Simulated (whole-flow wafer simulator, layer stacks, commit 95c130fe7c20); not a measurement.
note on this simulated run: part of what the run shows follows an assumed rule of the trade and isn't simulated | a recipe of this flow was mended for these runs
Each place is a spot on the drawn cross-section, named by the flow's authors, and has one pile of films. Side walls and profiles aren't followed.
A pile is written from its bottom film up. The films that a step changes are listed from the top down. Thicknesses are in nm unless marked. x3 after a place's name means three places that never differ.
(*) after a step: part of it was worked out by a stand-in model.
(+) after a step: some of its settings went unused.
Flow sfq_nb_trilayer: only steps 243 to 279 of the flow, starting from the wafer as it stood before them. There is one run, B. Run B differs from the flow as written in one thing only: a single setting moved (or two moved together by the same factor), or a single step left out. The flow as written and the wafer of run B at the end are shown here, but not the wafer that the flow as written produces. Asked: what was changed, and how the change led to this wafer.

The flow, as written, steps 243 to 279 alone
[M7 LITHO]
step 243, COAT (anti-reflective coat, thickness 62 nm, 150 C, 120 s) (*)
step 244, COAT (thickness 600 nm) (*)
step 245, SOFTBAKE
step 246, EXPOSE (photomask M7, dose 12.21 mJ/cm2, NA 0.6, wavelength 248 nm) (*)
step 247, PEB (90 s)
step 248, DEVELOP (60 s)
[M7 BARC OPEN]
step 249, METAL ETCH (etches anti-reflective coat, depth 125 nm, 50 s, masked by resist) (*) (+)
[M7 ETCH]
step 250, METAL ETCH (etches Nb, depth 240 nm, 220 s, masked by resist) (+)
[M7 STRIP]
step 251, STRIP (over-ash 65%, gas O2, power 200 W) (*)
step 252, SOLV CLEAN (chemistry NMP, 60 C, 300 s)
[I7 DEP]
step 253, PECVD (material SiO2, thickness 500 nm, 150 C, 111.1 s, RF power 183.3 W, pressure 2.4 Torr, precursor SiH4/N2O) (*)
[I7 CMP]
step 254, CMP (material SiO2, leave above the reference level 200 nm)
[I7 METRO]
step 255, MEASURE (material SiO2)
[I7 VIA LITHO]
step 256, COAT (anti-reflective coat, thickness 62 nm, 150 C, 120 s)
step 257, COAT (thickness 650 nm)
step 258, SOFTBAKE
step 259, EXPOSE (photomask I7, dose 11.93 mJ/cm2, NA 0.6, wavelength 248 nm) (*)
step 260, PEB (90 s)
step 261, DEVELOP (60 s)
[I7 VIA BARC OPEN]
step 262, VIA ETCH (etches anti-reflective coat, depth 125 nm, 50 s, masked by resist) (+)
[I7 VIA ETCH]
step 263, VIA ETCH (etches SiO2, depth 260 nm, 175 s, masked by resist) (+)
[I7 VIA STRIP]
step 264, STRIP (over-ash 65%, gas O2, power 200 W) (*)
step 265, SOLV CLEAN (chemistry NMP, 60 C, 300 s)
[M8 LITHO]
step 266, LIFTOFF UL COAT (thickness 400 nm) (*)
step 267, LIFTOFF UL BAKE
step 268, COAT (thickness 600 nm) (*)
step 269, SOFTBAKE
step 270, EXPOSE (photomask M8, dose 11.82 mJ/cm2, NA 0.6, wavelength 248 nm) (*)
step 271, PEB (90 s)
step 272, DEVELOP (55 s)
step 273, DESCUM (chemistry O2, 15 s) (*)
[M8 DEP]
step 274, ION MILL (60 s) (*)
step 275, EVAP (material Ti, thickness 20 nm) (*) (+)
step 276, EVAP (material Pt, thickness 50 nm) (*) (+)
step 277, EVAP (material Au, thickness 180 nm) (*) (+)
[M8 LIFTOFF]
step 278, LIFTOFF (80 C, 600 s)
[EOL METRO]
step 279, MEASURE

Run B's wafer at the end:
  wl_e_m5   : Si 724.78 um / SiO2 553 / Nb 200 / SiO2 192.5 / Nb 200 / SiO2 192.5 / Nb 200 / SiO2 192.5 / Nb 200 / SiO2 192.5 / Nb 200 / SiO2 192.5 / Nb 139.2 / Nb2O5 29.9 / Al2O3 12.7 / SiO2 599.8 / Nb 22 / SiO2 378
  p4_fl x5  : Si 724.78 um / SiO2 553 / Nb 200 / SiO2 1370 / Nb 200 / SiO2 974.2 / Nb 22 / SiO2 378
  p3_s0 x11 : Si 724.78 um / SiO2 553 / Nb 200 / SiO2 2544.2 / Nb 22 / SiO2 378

What caused this: step 249, METAL ETCH: etches anti-reflective coat, depth 125 nm, 50 s, masked by resist (*) (+), was omitted.

The path from the change to this, step by step:
  step 250, METAL ETCH (etches Nb, depth 240 nm, 220 s, masked by resist) (+)
      p4_fl x5, p4_w1 x9, p3_s0 x11 and 35 more: -62 anti-reflective coat (all of it), -178 Nb (as written it would have been: -200 Nb (all of it), -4 SiO2)
      lsp_l, l0_sur, l0v: -62.3 anti-reflective coat (all of it), -177.7 Nb (as written it would have been: -200 Nb (all of it), -4 SiO2)
      (as well as at 2 more places)
  step 251, STRIP (over-ash 65%, gas O2, power 200 W) (*)
      wl_j_sl x2, wl_jj, wl_a_sl x3 and 11 more: -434 KrF-resist-other-grade (all of it), -62 anti-reflective coat (all of it) (as written it would have been: -364.6 KrF-resist-other-grade (all of it), -62 anti-reflective coat (all of it))
      ln_m5, lsp_m, ln_m6, lsp_r: -433.5 KrF-resist-other-grade (all of it), -62.3 anti-reflective coat (all of it) (as written it would have been: -364 KrF-resist-other-grade (all of it), -62.3 anti-reflective coat (all of it))
      (as well as at 20 more places)
  step 253, PECVD (material SiO2, thickness 500 nm, 150 C, 111.1 s, RF power 183.3 W, pressure 2.4 Torr, precursor SiH4/N2O) (*)
      field_l, p4_fl x5, p4_w1 x9 and 44 more: +500 SiO2 (new film) (as written it would have been: +500 SiO2)
      field_r, lsp_l: +480.1 SiO2 (new film) (as written it would have been: +477.2 SiO2)
      (as well as at 4 more places)
  step 254, CMP (material SiO2, leave above the reference level 200 nm)
      p4_fl x5, p4_w1 x9, p3_s0 x11 and 33 more: -122 SiO2 (as written it would have been: -96 SiO2)
      field_r, lsp_l: -102.4 SiO2 (as written it would have been: -73.2 SiO2)
      (as well as at 3 more places)
Taking metal films that touch as one body, wl_e_m5 has 7 bodies (between them, from the top down: SiO2 599.8 / Al2O3 12.7 / Nb2O5 29.9; SiO2 192.5; SiO2 192.5; SiO2 192.5; SiO2 192.5; SiO2 192.5); the flow as written gives 6 bodies (between them, from the top down: SiO2 192.5; SiO2 192.5; SiO2 192.5; SiO2 192.5; SiO2 192.5).
Taking metal films that touch as one body, p4_fl x5 has 3 bodies (between them, from the top down: SiO2 974.2; SiO2 1370); the flow as written gives 2 bodies (between them, from the top down: SiO2 1370).
Taking metal films that touch as one body, p3_s0 x11 has 2 bodies (between them, from the top down: SiO2 2544.2); the flow as written gives 1 body.
